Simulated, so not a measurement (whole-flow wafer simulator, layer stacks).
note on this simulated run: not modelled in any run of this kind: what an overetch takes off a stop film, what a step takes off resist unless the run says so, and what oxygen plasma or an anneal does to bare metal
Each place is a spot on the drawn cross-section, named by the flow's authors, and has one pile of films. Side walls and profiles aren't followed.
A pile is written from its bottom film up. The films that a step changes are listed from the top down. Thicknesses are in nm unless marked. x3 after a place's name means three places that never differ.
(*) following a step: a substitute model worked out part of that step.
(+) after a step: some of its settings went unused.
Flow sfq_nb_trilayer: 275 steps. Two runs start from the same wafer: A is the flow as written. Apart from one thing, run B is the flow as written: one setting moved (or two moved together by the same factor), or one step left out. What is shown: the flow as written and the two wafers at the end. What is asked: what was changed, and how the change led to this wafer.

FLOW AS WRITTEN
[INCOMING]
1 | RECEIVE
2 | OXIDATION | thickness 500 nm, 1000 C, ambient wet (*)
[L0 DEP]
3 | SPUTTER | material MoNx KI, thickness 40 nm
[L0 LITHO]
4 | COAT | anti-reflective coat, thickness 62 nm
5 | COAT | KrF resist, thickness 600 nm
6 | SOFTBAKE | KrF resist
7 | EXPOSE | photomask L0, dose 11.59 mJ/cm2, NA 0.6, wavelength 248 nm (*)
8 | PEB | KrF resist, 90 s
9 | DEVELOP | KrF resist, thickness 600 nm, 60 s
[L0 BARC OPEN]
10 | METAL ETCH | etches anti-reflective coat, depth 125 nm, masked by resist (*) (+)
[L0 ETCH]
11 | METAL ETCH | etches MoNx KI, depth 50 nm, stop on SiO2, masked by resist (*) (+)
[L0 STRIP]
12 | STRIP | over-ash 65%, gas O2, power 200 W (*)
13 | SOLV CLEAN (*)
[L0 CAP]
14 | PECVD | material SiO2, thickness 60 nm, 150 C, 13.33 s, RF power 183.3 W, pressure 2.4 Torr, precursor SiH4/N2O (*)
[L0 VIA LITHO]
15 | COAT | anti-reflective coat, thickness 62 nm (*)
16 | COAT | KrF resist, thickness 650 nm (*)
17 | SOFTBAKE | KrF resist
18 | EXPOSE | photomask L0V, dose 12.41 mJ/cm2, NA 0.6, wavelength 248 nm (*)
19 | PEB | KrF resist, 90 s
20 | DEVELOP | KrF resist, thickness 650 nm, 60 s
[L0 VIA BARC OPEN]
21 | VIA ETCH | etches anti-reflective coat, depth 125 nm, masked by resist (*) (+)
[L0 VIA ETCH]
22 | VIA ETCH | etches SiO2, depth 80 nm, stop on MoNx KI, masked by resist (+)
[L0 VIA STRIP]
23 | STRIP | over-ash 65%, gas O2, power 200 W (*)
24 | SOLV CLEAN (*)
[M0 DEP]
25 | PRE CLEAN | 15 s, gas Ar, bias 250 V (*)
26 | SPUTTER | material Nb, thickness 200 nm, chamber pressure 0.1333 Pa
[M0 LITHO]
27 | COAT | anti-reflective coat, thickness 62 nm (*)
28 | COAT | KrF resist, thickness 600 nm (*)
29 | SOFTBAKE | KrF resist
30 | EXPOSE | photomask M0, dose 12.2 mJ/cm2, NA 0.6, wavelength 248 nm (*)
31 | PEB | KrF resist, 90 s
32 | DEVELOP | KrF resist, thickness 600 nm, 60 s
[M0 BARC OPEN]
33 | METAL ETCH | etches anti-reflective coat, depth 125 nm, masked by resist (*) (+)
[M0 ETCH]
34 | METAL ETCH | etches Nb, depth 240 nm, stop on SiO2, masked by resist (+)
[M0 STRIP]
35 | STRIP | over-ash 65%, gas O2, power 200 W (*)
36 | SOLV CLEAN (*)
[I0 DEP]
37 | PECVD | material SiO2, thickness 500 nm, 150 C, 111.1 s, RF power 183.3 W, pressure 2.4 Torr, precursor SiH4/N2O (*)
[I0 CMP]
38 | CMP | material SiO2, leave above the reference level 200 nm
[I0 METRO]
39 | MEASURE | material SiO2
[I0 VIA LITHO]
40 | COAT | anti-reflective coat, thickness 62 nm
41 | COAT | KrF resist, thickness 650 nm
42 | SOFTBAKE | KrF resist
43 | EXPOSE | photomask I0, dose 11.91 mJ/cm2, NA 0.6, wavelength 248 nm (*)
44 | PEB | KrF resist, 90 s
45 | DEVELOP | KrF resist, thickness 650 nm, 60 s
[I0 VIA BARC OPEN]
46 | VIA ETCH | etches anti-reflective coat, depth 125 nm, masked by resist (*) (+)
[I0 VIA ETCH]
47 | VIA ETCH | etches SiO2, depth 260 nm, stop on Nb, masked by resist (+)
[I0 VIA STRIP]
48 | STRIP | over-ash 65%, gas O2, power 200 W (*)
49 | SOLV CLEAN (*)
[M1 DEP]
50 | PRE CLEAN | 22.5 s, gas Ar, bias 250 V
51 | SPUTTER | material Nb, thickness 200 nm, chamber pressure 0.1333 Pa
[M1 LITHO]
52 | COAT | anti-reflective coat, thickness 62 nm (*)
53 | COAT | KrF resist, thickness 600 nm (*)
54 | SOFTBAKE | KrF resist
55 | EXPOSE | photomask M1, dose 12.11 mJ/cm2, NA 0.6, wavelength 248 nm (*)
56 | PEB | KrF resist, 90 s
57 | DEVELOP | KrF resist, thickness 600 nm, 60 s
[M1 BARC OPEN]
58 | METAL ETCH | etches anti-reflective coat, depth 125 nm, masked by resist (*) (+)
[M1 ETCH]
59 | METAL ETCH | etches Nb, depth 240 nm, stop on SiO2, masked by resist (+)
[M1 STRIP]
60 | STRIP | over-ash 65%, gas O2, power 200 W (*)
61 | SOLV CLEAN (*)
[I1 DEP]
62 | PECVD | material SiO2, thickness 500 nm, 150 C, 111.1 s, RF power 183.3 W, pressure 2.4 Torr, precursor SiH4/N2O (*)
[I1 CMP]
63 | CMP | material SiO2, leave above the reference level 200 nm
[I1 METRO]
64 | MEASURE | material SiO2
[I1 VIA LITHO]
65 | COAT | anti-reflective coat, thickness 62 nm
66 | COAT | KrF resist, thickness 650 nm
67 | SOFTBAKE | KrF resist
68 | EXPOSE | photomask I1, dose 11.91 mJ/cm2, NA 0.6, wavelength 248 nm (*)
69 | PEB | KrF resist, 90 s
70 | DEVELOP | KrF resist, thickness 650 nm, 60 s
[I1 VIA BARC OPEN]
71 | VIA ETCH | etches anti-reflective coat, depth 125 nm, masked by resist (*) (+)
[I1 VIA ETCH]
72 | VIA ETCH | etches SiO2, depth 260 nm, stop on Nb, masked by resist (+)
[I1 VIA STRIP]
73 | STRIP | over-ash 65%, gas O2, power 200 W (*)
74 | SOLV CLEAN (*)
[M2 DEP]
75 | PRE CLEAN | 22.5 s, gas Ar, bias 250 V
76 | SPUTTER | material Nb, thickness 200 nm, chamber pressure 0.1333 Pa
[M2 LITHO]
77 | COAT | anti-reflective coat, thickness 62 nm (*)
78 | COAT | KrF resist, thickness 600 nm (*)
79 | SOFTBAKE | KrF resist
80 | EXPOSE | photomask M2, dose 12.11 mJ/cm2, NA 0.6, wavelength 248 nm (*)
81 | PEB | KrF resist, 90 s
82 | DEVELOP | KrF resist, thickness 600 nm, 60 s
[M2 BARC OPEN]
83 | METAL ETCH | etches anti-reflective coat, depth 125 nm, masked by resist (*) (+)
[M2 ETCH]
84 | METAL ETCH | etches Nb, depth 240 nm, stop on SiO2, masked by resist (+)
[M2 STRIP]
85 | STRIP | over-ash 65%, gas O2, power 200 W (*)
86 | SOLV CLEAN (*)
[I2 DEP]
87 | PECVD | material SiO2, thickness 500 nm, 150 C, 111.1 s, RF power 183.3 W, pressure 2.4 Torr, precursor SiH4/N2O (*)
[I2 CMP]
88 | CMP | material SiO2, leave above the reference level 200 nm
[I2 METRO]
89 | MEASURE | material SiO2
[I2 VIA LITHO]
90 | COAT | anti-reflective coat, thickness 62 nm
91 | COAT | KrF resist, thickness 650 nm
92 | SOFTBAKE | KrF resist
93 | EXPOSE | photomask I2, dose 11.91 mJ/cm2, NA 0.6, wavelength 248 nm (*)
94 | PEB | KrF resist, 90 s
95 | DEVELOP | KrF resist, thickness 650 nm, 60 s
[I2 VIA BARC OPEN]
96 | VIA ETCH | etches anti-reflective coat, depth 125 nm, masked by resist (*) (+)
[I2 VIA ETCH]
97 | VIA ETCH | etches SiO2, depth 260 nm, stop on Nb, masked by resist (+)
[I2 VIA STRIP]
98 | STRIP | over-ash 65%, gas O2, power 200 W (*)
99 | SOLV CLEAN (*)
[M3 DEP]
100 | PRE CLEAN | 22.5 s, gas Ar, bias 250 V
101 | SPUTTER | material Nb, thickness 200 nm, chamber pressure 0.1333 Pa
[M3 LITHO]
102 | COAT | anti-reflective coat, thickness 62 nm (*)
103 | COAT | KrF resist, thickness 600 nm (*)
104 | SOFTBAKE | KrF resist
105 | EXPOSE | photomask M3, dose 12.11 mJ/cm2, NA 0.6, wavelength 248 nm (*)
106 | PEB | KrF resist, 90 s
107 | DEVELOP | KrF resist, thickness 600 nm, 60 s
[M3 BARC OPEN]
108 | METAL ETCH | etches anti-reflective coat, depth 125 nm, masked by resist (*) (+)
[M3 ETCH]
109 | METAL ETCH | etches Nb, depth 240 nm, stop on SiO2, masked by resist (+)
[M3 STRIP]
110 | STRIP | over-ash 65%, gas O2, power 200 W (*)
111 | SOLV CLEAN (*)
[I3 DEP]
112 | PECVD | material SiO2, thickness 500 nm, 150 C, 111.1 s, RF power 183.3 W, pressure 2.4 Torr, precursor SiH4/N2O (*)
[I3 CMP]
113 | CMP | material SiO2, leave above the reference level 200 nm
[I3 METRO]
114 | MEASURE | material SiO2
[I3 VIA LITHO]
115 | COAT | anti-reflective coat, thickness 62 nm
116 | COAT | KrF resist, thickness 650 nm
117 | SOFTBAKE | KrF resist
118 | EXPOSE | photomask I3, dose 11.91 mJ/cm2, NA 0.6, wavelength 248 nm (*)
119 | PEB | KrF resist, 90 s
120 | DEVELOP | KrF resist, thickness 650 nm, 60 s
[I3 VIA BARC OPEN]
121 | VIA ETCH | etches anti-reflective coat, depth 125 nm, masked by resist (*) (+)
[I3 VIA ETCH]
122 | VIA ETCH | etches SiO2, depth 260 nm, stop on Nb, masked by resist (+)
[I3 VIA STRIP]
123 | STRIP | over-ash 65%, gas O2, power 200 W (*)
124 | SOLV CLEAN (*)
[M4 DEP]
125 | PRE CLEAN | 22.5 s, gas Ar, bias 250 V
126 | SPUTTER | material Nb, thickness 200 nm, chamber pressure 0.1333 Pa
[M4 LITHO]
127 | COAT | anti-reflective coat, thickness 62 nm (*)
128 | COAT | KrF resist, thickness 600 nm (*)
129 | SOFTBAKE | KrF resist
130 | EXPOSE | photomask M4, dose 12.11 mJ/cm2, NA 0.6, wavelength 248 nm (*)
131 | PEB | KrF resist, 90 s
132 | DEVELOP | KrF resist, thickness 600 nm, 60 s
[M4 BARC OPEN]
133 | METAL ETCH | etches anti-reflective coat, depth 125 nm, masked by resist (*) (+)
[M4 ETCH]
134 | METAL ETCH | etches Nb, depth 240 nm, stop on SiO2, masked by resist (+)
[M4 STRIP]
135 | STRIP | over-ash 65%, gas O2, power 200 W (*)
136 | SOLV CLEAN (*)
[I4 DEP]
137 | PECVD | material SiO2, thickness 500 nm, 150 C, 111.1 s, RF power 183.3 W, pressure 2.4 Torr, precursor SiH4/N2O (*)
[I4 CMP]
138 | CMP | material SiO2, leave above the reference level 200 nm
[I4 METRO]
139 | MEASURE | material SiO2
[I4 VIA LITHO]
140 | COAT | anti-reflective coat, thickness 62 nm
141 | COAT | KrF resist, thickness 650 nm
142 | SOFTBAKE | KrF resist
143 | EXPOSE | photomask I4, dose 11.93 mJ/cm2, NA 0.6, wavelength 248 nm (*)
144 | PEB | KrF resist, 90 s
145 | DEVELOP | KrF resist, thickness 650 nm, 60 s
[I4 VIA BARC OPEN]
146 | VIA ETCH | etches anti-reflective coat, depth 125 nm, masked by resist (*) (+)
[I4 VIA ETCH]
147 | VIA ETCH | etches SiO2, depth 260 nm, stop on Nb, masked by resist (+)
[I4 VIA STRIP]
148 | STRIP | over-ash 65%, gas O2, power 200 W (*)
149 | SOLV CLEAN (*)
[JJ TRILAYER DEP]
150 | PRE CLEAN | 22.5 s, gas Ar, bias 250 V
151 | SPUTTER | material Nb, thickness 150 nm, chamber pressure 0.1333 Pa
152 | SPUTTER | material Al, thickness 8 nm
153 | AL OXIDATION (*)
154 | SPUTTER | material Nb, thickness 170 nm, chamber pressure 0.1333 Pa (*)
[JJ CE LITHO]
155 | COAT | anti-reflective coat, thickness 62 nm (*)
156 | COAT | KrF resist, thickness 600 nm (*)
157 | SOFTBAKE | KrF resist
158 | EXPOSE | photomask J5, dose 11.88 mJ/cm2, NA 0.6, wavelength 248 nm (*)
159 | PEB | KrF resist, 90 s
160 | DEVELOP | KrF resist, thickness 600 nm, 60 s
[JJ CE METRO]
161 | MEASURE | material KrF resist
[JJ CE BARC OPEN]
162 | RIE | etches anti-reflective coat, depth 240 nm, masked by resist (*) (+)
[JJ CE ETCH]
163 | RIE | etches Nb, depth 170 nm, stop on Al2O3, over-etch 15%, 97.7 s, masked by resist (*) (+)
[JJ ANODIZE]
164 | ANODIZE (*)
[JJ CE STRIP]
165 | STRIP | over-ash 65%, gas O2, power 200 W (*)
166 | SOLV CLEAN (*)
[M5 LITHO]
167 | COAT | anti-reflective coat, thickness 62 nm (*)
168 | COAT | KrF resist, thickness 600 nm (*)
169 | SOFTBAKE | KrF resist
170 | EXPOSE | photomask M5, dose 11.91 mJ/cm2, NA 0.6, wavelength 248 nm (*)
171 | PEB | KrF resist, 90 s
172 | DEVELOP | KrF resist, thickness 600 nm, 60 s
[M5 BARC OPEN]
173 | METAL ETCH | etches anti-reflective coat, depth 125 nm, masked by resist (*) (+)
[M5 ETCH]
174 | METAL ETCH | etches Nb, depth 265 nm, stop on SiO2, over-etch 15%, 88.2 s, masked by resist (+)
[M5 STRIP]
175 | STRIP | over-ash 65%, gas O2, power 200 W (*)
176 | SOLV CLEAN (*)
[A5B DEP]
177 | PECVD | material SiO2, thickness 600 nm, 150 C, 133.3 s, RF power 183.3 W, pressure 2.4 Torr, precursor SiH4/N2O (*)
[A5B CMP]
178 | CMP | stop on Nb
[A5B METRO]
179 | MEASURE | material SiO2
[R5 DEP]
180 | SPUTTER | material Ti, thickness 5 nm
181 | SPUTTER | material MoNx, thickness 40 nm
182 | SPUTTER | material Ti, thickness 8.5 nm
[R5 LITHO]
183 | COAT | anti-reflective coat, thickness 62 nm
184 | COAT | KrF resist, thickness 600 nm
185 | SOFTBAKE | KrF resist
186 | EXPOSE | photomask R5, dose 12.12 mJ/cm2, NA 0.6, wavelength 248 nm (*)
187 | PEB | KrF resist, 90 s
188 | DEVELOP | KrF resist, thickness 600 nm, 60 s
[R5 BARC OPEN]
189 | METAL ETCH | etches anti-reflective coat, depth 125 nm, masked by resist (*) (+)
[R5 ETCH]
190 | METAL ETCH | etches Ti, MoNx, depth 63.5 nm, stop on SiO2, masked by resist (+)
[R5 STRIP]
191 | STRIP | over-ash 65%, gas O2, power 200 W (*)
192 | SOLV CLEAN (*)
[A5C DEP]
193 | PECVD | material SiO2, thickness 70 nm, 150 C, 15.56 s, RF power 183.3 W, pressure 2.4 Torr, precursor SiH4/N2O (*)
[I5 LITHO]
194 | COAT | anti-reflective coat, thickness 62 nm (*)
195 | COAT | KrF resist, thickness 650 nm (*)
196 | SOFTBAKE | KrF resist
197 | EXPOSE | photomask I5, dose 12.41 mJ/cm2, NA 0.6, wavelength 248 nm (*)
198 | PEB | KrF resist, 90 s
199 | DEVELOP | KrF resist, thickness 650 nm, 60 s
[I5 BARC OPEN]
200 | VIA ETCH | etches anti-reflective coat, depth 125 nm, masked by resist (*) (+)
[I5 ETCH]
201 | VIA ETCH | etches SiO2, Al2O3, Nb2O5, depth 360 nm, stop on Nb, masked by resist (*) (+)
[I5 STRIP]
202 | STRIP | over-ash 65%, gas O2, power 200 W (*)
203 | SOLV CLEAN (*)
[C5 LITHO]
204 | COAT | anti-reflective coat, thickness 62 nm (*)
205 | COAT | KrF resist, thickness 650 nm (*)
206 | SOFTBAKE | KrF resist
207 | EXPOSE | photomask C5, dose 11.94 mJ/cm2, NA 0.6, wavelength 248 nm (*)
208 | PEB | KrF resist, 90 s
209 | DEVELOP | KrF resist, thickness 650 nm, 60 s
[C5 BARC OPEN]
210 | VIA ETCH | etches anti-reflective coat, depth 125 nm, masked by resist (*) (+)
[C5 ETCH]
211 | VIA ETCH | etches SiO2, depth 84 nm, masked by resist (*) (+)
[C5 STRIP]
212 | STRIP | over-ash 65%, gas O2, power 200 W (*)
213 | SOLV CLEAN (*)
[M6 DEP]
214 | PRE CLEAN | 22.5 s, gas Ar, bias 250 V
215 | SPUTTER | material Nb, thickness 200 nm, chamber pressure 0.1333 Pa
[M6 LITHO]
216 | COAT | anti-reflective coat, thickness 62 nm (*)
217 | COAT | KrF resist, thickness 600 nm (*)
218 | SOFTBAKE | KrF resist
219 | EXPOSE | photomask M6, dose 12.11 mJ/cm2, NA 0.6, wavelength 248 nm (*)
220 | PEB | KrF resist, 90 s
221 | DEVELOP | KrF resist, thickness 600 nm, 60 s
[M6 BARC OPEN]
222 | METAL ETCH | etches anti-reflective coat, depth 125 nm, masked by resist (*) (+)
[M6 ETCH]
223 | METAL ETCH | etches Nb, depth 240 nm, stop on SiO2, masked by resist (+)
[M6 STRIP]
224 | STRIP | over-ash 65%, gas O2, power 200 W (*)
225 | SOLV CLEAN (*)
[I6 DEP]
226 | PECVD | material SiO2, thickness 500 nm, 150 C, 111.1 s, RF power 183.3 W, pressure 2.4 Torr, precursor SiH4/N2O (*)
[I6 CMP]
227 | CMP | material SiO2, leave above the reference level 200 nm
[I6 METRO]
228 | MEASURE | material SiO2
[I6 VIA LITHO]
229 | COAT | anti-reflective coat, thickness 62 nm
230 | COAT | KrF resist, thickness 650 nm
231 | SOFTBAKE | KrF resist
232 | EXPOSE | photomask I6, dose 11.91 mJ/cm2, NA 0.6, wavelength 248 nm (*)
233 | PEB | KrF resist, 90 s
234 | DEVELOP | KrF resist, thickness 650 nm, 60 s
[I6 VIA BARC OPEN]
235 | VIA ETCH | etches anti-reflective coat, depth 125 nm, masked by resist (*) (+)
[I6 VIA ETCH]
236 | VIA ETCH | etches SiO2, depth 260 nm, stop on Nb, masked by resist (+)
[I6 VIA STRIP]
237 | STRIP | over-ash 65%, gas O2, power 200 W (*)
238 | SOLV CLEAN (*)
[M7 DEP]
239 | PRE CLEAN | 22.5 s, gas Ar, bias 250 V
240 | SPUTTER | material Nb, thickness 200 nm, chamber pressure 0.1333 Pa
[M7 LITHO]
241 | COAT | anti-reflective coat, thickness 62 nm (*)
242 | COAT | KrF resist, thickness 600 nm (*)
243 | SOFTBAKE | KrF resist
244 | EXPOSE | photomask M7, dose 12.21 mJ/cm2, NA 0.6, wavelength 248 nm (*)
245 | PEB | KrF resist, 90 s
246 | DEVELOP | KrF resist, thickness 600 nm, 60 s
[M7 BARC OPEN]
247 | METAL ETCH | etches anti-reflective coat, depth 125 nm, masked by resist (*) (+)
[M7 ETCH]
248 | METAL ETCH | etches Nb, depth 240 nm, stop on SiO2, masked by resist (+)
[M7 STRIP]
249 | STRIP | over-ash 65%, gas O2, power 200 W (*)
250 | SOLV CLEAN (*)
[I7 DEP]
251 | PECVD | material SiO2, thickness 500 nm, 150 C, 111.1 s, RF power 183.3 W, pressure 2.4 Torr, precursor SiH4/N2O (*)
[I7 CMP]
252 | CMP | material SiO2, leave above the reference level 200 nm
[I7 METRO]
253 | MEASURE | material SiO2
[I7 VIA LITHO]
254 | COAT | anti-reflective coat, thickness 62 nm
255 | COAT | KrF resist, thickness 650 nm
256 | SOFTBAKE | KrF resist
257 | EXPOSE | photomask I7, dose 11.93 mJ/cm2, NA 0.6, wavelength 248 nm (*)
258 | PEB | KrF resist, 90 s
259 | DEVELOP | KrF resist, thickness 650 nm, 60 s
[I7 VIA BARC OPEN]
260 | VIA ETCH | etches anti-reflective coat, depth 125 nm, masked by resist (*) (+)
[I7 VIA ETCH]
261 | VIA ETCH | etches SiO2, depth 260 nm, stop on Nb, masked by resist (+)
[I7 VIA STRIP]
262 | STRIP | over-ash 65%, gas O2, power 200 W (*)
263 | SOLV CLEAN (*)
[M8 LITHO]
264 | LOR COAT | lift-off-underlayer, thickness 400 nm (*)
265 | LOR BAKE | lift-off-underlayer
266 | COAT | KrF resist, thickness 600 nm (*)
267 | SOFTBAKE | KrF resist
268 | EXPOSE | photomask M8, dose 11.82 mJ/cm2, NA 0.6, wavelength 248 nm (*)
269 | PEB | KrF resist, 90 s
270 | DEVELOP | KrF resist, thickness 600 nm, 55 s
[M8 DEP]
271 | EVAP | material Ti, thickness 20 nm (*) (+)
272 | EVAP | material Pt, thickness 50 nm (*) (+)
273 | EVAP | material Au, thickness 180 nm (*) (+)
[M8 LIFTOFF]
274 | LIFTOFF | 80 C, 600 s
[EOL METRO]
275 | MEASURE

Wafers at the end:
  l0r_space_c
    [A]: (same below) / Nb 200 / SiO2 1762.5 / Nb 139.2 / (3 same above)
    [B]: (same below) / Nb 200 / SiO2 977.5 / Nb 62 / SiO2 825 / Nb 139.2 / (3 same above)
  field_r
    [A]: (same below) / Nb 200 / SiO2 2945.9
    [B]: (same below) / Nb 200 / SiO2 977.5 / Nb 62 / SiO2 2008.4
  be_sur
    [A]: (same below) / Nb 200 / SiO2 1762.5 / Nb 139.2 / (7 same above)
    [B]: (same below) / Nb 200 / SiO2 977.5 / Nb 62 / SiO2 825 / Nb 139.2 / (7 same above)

What caused this: step 101, SPUTTER: thickness 302 nm was run, whereas the flow has thickness 200 nm.

How this came from the change, step by step:
  101 | SPUTTER | material Nb, thickness 200 nm, chamber pressure 0.1333 Pa
      field_l, v_sur, via_wl and 102 more: A +200 Nb (new film) | B +302 Nb (new film)
      via_w: A +165.5 Nb | B +251.5 Nb
  102 | COAT | anti-reflective coat, thickness 62 nm (*)
      via_wl: A +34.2 anti-reflective coat (new film) | B +32.8 anti-reflective coat (new film)
  109 | METAL ETCH | etches Nb, depth 240 nm, stop on SiO2, masked by resist (+)
      field_l, be, be_sur and 72 more: A -200 Nb (all of it) | B -240 Nb
  110 | STRIP | over-ash 65%, gas O2, power 200 W (*)
      via_wl: A -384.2 KrF resist (all of it), -34.2 anti-reflective coat (all of it) | B -383.6 KrF resist (all of it), -32.8 anti-reflective coat (all of it)
      via_w: A -520 KrF resist (all of it), -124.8 anti-reflective coat (all of it) | B -531.2 KrF resist (all of it), -127.2 anti-reflective coat (all of it)
  112 | PECVD | material SiO2, thickness 500 nm, 150 C, 111.1 s, RF power 183.3 W, pressure 2.4 Torr, precursor SiH4/N2O (*)
      field_l, be, be_sur and 64 more: A +500 SiO2 | B +500 SiO2 (new film)
      p4_g1, p4_g2, p3_s0, p3_s1, p3_s2, p3_s3, p3_s4, p3_s5: A +557.1 SiO2 | B +597.1 SiO2 (new film)
  113 | CMP | material SiO2, leave above the reference level 200 nm
      field_l, be, be_sur and 64 more: A -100 SiO2 | B -60 SiO2
      via_w: A -181.6 SiO2 | B -157.1 SiO2
With metal films that touch counted as one body, l0r_space_c has 3 bodies (between them, from the top down: SiO2 825; SiO2 977.5); the flow as written gives 2 bodies (between them, from the top down: SiO2 1762.5).
With metal films that touch counted as one body, field_r has 2 bodies (between them, from the top down: SiO2 977.5); the flow as written gives 1 body.
With metal films that touch counted as one body, be_sur has 5 bodies (between them, from the top down: SiO2 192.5; SiO2 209 / Al2O3 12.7 / Nb2O5 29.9; SiO2 825; SiO2 977.5); the flow as written gives 4 bodies (between them, from the top down: SiO2 192.5; SiO2 209 / Al2O3 12.7 / Nb2O5 29.9; SiO2 1762.5).
